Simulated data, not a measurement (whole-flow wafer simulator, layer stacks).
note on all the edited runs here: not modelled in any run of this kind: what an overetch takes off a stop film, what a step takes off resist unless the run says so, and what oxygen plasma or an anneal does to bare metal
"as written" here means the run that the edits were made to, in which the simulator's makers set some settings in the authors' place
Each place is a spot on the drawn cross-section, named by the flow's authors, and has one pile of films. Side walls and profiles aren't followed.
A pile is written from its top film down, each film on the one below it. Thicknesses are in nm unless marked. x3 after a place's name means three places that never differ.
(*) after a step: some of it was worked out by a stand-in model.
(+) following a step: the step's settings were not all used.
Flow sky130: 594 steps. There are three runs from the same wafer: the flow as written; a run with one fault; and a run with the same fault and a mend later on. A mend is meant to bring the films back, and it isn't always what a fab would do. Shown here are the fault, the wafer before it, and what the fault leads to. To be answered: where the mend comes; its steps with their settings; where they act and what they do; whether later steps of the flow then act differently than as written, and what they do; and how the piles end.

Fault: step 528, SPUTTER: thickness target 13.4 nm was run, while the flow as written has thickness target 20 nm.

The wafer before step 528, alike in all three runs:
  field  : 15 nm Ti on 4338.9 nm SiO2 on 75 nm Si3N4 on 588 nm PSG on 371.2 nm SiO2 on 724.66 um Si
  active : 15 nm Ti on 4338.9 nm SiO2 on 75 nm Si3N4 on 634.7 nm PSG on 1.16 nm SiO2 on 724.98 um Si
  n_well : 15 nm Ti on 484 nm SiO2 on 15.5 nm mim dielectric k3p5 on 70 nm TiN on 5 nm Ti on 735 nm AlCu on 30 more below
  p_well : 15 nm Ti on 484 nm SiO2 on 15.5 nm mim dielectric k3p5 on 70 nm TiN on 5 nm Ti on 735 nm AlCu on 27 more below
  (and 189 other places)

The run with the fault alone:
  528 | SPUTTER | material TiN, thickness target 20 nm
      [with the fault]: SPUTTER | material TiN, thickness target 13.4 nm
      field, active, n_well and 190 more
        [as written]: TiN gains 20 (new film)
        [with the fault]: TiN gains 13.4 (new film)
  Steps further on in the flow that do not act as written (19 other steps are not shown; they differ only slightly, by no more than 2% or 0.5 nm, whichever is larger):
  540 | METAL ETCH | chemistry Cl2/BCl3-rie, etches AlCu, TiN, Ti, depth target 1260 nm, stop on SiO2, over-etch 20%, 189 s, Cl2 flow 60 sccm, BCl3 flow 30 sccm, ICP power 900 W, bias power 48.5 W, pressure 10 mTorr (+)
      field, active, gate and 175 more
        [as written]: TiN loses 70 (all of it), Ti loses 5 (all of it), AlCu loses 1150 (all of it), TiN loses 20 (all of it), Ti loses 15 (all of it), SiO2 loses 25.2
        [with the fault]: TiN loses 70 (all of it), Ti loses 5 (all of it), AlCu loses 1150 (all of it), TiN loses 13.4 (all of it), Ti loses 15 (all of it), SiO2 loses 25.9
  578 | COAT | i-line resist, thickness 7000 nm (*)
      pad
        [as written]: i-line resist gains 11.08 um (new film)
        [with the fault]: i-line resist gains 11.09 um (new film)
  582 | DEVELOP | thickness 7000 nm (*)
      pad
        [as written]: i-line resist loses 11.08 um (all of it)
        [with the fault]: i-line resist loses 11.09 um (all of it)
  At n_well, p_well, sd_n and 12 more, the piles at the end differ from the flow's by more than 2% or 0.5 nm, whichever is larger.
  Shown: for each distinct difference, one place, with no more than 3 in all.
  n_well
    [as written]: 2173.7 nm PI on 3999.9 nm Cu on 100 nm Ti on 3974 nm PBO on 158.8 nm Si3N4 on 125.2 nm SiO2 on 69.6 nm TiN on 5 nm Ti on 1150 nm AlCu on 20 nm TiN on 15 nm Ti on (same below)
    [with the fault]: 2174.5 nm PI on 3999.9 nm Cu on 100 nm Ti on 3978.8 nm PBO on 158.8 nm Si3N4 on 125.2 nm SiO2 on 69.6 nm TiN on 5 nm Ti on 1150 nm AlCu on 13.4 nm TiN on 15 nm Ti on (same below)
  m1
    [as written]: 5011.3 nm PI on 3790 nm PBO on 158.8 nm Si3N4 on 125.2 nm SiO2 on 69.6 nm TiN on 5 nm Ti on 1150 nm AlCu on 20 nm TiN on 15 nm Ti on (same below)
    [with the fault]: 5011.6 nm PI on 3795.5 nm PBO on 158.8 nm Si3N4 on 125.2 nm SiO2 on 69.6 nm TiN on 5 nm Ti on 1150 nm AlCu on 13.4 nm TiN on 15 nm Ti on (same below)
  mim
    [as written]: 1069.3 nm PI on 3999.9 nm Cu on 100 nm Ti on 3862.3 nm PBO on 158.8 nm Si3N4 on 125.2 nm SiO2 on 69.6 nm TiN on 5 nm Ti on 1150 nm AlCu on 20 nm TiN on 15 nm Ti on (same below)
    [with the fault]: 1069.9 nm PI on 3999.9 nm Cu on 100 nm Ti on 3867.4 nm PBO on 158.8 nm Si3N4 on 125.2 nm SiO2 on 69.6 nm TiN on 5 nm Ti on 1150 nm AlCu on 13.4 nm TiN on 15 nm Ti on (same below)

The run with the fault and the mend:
  The mend stands after step 528.
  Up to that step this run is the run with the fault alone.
  528a | SPUTTER | material TiN, thickness target 6.6 nm (the flow's step 528 again, with other settings)
      field, active, n_well and 190 more
        TiN gains 6.6
  Later steps of the flow that are run all act as written at every place that is followed.
  At every place that both follow, the piles at the end match the flow's.
